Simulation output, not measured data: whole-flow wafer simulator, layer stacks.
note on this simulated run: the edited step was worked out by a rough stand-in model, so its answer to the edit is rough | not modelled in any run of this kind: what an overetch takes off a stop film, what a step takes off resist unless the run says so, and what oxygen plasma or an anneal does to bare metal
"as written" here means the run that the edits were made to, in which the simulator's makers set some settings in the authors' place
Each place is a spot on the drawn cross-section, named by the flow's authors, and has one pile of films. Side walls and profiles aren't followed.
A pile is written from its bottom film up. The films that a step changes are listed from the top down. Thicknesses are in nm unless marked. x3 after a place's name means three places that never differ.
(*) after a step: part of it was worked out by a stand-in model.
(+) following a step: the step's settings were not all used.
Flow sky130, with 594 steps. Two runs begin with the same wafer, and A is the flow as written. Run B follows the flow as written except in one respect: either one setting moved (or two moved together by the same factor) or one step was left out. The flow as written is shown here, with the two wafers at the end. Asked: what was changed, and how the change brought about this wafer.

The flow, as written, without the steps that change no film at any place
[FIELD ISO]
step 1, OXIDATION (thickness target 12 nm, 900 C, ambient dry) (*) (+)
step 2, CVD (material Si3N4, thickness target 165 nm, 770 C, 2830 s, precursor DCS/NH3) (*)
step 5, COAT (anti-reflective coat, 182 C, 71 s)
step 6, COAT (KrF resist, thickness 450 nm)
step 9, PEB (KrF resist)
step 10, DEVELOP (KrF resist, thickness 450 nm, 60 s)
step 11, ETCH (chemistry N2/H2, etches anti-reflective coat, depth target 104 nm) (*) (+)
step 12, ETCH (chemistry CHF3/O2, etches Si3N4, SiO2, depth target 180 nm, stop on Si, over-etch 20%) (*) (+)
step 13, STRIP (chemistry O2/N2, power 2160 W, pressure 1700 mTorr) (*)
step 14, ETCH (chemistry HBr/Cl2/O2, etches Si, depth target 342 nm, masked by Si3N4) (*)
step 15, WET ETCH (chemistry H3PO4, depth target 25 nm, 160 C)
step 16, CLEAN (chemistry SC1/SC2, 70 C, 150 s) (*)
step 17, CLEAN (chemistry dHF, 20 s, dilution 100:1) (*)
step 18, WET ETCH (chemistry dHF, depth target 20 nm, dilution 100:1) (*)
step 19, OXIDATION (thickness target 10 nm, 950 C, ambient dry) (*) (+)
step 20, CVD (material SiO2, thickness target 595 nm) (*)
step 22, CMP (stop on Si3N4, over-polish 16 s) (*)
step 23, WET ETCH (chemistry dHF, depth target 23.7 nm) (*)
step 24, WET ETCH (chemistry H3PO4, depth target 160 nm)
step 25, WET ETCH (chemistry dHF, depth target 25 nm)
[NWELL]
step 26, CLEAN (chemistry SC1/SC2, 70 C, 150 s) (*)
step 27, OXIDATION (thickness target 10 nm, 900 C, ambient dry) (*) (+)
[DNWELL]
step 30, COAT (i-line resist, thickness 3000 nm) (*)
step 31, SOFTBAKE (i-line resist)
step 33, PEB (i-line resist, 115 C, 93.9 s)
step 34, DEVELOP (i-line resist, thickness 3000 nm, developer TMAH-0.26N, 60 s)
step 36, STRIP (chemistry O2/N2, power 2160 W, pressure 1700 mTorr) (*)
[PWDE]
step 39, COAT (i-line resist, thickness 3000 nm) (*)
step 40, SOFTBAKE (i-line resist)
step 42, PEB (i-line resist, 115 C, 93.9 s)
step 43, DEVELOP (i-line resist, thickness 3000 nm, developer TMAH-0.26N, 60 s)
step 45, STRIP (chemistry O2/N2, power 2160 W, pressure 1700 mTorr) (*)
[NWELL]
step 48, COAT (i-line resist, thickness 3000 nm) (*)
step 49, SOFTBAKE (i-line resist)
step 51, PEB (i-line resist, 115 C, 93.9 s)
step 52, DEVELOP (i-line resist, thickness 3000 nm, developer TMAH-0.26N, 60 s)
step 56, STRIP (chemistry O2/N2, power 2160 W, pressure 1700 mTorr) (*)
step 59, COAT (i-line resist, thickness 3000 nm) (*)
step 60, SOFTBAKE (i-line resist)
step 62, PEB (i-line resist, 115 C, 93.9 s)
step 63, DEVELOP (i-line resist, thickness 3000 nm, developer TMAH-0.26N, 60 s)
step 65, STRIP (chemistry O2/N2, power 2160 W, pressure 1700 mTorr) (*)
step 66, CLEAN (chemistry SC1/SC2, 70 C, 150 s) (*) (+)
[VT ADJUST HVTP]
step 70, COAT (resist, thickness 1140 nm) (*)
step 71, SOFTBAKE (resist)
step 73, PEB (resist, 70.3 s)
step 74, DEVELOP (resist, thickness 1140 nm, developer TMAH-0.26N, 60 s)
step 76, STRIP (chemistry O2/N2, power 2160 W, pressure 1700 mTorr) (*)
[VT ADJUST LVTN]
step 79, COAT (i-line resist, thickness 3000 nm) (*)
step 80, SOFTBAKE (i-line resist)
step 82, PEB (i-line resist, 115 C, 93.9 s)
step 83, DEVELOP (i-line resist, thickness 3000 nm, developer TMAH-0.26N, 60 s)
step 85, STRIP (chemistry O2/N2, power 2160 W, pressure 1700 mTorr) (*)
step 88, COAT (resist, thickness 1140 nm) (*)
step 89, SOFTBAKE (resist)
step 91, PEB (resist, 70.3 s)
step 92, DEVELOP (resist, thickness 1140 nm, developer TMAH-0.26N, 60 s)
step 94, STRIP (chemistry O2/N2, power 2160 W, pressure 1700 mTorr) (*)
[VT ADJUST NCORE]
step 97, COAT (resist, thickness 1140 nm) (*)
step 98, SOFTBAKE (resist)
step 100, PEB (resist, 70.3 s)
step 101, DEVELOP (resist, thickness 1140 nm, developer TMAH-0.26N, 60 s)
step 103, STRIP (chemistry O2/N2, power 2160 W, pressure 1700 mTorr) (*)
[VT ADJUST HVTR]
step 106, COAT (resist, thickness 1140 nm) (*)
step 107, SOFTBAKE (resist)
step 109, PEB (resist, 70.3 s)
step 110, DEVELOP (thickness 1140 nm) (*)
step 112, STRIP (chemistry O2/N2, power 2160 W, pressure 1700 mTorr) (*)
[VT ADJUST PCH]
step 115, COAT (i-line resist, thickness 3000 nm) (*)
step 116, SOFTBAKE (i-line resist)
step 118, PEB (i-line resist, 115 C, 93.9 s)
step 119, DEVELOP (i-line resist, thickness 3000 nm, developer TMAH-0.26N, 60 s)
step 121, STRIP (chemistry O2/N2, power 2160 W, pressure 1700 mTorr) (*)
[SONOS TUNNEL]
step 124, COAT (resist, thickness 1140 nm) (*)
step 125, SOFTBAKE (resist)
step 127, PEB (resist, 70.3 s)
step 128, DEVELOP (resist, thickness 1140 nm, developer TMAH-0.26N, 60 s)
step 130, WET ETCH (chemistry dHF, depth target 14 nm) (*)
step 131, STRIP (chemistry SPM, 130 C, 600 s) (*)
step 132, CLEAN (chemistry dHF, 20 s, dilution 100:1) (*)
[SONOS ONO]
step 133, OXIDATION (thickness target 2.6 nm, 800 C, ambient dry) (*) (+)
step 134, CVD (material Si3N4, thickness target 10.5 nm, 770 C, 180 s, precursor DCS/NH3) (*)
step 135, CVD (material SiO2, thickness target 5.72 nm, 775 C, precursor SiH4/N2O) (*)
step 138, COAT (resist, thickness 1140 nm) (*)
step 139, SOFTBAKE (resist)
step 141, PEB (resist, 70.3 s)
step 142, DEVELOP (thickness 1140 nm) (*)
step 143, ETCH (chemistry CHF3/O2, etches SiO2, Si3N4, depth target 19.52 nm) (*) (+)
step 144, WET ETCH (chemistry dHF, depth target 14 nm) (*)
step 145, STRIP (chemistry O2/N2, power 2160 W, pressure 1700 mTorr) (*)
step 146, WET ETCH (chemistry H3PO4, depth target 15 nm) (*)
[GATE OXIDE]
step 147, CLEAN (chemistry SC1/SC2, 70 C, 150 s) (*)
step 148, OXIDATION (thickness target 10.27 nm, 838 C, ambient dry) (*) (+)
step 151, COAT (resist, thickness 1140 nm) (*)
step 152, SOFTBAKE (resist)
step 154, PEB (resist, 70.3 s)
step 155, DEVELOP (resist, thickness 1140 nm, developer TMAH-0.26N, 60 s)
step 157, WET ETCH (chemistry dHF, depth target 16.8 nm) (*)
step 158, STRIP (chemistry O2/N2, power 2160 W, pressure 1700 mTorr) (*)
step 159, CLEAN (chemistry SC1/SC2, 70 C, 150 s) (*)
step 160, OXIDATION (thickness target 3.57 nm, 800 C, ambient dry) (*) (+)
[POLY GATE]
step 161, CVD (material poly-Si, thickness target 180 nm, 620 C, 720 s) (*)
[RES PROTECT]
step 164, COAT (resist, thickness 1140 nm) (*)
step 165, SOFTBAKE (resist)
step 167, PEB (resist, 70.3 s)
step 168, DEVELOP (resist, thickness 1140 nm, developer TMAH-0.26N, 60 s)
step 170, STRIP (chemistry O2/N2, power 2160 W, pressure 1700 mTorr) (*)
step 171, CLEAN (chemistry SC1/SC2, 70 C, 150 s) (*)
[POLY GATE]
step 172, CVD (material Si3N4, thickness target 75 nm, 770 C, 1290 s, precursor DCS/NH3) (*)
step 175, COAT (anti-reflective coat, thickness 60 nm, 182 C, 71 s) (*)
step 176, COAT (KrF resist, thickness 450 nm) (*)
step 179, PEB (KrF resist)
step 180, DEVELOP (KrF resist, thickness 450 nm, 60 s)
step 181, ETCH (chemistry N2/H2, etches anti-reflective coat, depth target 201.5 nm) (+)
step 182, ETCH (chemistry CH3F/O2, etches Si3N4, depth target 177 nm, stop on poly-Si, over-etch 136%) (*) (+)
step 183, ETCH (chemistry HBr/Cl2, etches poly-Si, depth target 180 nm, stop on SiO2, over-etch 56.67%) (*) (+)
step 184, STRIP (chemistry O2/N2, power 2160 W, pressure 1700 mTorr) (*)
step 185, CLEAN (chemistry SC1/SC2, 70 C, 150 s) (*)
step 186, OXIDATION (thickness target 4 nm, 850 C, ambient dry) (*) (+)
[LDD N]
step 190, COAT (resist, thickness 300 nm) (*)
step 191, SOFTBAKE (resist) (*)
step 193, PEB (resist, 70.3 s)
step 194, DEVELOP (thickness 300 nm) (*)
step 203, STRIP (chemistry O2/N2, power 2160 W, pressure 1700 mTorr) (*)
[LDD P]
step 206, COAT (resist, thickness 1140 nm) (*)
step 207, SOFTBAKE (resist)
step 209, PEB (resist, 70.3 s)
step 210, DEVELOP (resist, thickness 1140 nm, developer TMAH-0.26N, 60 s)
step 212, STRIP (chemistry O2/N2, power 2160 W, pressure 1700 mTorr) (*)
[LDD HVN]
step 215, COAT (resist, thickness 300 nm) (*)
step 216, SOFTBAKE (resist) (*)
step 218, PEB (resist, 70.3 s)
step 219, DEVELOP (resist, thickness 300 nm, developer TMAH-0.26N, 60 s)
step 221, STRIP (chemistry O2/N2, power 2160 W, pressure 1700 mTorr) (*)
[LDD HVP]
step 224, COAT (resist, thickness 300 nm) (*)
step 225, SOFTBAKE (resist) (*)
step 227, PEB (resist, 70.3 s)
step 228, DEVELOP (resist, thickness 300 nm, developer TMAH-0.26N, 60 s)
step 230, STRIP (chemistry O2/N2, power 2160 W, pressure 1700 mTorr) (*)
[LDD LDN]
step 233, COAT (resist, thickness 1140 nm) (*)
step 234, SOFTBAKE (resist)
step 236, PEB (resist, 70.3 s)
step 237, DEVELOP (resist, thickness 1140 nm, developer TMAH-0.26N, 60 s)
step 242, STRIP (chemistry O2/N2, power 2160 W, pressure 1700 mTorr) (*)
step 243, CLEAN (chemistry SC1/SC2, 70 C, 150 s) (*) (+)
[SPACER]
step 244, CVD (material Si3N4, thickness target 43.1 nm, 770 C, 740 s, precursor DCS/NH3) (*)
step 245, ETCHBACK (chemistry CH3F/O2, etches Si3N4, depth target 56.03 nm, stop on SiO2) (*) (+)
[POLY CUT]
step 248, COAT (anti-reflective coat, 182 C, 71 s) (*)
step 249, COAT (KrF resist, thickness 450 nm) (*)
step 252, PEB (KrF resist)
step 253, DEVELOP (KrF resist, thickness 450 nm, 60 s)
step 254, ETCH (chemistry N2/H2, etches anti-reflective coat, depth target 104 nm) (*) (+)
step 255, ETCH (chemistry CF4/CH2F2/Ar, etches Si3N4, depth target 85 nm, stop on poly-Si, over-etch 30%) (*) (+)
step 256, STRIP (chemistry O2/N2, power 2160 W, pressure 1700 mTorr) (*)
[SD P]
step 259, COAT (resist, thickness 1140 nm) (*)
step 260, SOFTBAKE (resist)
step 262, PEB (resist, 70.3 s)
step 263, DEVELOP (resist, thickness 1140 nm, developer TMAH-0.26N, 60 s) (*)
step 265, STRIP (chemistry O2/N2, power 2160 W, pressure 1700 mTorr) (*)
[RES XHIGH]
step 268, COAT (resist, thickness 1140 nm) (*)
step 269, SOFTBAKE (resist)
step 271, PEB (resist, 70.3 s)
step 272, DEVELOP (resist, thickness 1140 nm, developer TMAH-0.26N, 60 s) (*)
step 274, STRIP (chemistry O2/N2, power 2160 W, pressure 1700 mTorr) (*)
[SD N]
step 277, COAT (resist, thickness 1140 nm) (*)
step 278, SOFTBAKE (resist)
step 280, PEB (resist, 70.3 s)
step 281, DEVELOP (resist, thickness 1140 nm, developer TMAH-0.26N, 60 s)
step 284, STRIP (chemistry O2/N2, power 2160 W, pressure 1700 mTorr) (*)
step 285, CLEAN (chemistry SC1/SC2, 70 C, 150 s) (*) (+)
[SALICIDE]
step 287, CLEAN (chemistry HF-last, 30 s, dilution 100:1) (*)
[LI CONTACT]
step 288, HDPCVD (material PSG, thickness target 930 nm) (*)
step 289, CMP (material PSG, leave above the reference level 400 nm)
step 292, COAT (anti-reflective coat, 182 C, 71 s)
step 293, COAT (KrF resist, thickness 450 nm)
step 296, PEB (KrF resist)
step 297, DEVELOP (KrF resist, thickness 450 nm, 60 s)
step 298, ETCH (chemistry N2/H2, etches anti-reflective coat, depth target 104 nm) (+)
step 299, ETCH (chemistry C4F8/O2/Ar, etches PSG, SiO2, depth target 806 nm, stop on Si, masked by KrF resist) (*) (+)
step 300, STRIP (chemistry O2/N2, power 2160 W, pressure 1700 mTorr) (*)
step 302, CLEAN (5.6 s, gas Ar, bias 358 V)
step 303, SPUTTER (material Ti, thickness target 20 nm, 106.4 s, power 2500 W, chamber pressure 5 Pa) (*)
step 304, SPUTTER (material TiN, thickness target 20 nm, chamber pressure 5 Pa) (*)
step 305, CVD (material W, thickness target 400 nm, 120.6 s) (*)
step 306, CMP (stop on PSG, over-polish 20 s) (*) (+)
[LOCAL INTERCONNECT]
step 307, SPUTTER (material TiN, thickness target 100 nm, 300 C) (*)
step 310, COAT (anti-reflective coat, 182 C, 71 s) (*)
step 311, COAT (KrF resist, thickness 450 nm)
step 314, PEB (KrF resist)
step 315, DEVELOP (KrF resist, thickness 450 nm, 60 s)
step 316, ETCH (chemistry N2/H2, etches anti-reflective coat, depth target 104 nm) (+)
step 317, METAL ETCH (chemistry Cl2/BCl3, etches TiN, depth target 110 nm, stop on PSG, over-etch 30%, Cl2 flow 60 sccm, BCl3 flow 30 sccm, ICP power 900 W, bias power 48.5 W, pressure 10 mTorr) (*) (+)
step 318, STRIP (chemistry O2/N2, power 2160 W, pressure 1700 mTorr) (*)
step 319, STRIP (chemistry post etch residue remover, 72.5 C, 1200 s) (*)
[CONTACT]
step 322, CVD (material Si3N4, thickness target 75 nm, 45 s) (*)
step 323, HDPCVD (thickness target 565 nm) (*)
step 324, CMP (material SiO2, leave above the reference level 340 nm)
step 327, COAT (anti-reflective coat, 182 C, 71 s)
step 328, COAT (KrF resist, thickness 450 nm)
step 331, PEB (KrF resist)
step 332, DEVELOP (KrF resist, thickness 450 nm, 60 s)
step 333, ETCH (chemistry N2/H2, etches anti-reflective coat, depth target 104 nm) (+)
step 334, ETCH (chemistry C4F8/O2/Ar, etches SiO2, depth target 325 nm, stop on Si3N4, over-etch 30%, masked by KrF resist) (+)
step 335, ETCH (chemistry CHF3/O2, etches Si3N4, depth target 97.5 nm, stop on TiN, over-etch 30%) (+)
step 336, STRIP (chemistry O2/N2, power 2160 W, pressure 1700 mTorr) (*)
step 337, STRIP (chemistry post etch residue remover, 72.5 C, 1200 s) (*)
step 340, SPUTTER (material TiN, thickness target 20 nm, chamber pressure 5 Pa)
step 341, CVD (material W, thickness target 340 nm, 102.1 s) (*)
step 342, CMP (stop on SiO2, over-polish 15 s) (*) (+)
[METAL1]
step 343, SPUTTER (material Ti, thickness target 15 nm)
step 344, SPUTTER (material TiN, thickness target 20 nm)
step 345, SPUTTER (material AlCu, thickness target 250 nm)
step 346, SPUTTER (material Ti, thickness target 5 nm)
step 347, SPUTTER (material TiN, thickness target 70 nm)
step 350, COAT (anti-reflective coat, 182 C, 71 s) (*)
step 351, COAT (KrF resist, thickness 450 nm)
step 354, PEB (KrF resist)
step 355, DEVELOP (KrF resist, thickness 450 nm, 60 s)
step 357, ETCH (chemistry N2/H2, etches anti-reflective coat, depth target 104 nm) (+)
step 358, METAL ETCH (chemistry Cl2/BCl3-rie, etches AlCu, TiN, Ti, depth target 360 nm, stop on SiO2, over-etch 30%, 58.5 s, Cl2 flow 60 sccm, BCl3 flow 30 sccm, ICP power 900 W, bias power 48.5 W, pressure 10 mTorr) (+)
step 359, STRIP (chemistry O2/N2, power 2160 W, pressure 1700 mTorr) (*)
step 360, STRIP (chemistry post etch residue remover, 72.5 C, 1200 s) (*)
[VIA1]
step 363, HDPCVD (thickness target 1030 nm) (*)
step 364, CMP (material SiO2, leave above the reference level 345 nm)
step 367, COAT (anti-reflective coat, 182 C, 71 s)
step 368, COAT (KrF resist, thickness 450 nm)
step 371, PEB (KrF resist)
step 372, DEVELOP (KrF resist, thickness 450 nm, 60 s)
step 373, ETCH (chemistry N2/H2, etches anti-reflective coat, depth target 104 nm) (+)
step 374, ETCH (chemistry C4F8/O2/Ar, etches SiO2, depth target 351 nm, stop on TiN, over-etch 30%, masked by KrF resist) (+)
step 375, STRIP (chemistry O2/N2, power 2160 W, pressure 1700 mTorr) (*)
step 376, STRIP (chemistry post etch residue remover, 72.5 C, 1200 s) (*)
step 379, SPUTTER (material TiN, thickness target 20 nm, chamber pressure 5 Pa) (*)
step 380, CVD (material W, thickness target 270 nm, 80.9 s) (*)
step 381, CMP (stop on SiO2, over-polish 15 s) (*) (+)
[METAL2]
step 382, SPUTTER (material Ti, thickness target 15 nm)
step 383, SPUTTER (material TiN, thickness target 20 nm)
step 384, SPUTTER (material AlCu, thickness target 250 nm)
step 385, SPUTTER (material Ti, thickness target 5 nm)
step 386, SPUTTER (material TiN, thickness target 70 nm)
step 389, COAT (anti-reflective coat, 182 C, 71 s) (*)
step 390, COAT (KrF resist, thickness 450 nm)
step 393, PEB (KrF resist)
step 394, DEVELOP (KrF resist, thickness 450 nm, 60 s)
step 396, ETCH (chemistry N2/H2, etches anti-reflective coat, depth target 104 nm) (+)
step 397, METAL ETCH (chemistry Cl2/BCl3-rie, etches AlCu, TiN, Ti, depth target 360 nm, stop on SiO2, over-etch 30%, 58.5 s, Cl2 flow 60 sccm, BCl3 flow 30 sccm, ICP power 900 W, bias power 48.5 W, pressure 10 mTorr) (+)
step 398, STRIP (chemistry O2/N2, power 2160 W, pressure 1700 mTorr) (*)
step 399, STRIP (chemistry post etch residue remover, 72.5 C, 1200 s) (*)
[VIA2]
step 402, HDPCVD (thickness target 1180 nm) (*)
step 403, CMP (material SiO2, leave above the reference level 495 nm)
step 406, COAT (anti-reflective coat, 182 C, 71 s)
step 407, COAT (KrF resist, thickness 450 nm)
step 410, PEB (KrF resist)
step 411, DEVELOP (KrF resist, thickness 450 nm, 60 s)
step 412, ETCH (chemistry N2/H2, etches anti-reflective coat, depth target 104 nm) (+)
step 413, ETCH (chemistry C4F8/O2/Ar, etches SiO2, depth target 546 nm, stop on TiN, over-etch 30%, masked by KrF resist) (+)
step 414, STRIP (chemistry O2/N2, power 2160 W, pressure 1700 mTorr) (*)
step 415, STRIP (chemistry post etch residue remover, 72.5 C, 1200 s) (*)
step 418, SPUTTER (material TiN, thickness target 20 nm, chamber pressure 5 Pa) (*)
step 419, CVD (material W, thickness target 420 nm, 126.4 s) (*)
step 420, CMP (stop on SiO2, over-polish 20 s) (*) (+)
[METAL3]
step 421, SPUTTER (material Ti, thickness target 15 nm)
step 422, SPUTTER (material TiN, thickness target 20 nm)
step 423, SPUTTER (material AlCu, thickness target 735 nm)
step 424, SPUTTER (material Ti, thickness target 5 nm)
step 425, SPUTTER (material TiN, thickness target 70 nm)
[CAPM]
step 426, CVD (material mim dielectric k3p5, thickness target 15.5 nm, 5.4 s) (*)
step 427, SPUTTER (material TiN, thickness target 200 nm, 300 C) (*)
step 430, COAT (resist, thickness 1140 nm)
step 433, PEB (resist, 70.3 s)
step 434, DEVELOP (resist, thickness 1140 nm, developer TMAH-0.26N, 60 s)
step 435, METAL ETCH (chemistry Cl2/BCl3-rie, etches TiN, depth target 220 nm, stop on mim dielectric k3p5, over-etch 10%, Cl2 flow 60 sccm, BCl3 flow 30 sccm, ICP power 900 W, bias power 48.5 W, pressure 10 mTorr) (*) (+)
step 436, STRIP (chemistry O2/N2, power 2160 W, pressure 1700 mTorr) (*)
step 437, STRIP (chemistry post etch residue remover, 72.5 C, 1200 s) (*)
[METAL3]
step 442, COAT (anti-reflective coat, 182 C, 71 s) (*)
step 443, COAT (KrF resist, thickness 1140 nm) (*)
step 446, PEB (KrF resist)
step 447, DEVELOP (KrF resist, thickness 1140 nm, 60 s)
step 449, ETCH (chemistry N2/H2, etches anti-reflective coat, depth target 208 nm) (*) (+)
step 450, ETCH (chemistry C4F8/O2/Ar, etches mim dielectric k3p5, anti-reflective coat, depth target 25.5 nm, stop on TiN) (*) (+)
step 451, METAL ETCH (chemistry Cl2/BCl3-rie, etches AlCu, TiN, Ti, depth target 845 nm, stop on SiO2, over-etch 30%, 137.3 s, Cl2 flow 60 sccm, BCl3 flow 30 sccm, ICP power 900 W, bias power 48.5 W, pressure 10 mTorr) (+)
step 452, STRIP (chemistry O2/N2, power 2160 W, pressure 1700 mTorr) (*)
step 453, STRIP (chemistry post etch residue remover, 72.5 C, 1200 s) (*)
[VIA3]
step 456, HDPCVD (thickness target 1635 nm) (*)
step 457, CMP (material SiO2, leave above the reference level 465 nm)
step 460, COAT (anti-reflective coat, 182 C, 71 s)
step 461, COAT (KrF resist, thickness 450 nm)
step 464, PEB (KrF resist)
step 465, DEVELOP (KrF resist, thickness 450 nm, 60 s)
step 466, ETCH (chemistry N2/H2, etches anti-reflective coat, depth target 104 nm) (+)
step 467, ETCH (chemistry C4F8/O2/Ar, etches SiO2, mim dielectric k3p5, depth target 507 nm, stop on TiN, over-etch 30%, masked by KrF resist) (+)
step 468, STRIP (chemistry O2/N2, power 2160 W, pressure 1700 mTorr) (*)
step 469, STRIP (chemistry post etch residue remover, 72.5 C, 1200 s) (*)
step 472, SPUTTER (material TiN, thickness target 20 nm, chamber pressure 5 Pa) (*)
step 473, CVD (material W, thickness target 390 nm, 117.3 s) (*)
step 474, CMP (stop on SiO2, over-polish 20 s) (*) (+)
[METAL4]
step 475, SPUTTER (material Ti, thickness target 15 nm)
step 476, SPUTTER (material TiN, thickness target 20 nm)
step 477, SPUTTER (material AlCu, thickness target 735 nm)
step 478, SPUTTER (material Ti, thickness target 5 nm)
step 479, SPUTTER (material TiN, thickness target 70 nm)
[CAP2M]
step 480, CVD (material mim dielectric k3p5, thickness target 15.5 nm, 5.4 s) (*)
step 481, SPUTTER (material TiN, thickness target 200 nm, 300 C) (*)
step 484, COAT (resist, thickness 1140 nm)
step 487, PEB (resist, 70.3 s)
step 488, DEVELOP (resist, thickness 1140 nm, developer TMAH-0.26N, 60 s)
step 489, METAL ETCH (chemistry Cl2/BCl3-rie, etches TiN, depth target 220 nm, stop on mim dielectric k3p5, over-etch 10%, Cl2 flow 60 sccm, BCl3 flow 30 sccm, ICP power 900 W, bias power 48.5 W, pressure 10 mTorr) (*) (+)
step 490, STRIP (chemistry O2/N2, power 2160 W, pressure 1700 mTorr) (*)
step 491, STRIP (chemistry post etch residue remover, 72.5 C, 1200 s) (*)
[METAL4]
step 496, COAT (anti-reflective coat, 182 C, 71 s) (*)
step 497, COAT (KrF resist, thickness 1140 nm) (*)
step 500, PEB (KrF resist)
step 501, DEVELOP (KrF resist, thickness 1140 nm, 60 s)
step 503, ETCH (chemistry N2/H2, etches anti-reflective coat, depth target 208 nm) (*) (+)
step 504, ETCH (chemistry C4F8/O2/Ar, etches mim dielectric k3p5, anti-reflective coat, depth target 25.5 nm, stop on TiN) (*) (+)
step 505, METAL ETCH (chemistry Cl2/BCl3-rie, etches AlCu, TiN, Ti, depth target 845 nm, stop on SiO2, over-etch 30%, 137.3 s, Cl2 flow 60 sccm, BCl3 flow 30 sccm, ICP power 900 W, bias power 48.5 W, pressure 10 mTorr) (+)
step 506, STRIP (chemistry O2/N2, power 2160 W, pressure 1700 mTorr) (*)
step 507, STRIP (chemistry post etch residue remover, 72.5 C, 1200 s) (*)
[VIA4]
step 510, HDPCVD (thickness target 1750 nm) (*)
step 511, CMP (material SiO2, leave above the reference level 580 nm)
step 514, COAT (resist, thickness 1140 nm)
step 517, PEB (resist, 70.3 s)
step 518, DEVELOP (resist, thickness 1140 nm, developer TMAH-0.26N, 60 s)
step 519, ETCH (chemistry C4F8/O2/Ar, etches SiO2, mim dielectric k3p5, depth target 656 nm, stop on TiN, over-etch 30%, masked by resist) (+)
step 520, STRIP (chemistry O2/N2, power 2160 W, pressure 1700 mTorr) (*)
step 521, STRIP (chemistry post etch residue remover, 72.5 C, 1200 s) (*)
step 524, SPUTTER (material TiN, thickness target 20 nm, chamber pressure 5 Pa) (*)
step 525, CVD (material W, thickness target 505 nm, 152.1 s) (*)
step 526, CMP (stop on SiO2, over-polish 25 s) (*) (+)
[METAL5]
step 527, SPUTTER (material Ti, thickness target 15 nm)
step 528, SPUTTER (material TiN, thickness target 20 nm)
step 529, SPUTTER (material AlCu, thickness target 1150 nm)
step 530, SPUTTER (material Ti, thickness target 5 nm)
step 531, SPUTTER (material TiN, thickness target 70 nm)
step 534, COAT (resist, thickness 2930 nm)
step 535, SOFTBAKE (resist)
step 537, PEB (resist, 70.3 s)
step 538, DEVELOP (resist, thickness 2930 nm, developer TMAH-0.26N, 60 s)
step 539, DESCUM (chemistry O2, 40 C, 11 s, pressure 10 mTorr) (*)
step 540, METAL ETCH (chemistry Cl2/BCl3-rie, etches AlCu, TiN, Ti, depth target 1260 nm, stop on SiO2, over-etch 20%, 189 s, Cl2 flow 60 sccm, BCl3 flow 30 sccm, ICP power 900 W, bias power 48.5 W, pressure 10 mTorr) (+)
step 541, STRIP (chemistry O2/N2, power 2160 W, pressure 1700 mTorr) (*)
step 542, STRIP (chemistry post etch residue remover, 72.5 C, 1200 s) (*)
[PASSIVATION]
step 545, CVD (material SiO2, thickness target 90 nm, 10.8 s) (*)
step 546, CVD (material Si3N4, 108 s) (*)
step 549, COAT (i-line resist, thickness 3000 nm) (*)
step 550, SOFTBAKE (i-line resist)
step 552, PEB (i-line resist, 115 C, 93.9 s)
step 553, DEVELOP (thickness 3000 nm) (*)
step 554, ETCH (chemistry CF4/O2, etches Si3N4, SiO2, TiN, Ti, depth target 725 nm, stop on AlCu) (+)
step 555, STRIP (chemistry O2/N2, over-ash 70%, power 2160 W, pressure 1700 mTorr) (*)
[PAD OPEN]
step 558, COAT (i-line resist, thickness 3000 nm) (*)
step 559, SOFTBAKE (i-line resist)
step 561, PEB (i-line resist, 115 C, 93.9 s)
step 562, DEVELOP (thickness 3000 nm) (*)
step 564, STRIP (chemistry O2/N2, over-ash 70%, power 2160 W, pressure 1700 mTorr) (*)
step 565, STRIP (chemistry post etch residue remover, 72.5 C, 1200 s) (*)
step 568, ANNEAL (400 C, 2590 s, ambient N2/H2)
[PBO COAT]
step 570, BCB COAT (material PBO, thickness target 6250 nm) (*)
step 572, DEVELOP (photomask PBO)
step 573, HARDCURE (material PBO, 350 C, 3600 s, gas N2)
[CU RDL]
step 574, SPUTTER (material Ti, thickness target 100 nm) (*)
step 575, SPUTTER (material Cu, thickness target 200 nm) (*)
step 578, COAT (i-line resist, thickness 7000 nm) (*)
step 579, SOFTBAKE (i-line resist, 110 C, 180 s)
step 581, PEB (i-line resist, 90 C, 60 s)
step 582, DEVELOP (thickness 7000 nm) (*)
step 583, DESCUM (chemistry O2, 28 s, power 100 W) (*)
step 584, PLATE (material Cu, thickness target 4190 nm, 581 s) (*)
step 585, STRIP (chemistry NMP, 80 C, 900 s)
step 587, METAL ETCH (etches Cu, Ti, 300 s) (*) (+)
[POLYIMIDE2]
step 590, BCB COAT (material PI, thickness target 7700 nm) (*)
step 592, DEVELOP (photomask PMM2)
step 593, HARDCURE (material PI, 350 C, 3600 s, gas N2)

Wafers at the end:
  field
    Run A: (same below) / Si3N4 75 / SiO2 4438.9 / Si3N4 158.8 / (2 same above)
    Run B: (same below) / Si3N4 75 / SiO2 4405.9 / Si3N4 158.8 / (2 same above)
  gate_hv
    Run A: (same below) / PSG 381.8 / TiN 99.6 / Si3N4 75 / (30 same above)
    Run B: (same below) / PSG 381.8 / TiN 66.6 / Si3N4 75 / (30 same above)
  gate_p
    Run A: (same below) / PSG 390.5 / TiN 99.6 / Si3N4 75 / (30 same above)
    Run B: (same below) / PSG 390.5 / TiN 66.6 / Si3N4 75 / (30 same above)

Cause: step 307, SPUTTER: thickness target 67 nm was run, though the flow has thickness target 100 nm.

The path from the change to this, step by step:
  step 307, SPUTTER (material TiN, thickness target 100 nm, 300 C) (*)
      field, active, n_well and 188 more: A +100 TiN (new film) | B +67 TiN (new film)
  step 317, METAL ETCH (chemistry Cl2/BCl3, etches TiN, depth target 110 nm, stop on PSG, over-etch 30%, Cl2 flow 60 sccm, BCl3 flow 30 sccm, ICP power 900 W, bias power 48.5 W, pressure 10 mTorr) (*) (+)
      n_well, p_well, gate_hv and 97 more: A -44 KrF resist | B -34.1 KrF resist
      field, active, gate and 88 more: A -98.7 TiN (all of it) | B -65.7 TiN (all of it)
  step 318, STRIP (chemistry O2/N2, power 2160 W, pressure 1700 mTorr) (*)
      n_well, p_well, gate_hv and 93 more: A -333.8 KrF resist (all of it), -80 anti-reflective coat (all of it) | B -343.7 KrF resist (all of it), -80 anti-reflective coat (all of it)
      poly_licon, ndiff_licon, ndiff_licon_cpp, rpo_hd_licon: A -333.9 KrF resist (all of it), -80.5 anti-reflective coat (all of it) | B -343.7 KrF resist (all of it), -80.5 anti-reflective coat (all of it)
  step 324, CMP (material SiO2, leave above the reference level 340 nm)
      field, active, gate and 88 more: A -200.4 SiO2 | B -233.4 SiO2
